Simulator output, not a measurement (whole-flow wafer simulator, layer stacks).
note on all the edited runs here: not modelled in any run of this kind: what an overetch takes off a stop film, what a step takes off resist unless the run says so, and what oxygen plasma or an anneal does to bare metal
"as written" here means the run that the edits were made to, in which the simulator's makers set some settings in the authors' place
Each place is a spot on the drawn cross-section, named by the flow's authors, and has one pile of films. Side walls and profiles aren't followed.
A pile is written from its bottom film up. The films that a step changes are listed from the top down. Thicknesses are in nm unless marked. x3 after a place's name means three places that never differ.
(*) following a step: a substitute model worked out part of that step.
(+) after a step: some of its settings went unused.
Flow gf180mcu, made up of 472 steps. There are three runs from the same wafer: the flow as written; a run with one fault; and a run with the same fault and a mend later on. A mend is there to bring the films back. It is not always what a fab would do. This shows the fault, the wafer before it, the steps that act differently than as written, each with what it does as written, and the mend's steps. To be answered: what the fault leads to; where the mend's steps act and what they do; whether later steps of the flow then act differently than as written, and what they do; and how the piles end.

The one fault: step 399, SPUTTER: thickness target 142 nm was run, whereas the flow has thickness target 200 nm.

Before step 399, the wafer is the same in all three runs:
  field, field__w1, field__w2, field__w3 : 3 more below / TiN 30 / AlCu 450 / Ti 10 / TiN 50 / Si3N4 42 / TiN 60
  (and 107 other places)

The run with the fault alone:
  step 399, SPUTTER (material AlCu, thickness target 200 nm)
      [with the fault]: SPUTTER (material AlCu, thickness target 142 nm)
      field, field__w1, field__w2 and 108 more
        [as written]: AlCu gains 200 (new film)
        [with the fault]: AlCu gains 142 (new film)
  Later steps of the flow acting differently than as written (not shown: 4 more steps that differ only slightly, by at most 2% or 0.5 nm, whichever is larger):
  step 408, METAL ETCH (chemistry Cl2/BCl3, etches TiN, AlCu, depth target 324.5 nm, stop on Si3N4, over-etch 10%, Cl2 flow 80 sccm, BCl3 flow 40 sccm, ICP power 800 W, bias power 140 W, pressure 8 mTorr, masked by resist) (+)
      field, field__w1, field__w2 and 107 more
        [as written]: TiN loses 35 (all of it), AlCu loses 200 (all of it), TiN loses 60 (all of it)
        [with the fault]: TiN loses 35 (all of it), AlCu loses 142 (all of it), TiN loses 60 (all of it)
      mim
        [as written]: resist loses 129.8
        [with the fault]: resist loses 104.3
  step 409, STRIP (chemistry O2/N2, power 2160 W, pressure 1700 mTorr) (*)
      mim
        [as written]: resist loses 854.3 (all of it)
        [with the fault]: resist loses 879.8 (all of it)
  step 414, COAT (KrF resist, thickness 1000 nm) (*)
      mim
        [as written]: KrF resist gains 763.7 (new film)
        [with the fault]: KrF resist gains 808.3 (new film)
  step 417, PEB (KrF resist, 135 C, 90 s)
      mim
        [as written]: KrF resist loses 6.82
        [with the fault]: KrF resist loses 7.53
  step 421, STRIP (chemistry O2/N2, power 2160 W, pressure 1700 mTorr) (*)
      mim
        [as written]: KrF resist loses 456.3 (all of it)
        [with the fault]: KrF resist loses 500.2 (all of it)
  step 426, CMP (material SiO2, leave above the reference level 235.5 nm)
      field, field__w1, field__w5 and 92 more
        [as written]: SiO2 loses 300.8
        [with the fault]: SiO2 loses 358.8
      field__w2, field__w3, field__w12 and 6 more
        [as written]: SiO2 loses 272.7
        [with the fault]: SiO2 loses 330.7
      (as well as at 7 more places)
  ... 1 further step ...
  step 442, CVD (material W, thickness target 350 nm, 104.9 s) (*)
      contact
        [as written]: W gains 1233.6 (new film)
        [with the fault]: W gains 1175.1 (new film)
  By the end, the piles at field__w4, field__w8, contact, m1, m1__w1, mim, mim_1p0, m1_nw depart from the flow's by more than 2% or 0.5 nm, whichever is larger.
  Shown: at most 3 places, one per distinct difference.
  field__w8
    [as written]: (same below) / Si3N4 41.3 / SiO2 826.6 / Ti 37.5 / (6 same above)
    [with the fault]: (same below) / Si3N4 41.3 / SiO2 768.6 / Ti 37.5 / (6 same above)
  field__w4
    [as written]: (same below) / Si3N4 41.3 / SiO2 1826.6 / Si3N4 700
    [with the fault]: (same below) / Si3N4 41.3 / SiO2 1768.6 / Si3N4 700
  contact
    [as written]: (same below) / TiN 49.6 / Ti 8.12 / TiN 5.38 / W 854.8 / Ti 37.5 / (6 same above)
    [with the fault]: (same below) / TiN 49.6 / Ti 8.39 / TiN 5.56 / W 796.3 / Ti 37.5 / (6 same above)

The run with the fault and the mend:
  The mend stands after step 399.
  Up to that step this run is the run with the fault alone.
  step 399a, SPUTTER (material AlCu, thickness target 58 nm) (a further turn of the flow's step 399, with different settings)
      field, field__w1, field__w2 and 108 more
        AlCu gains 58
  Every later step of the flow that is run acts as written at every place that is followed.
  By the end, the piles equal the flow's at every place that both follow.
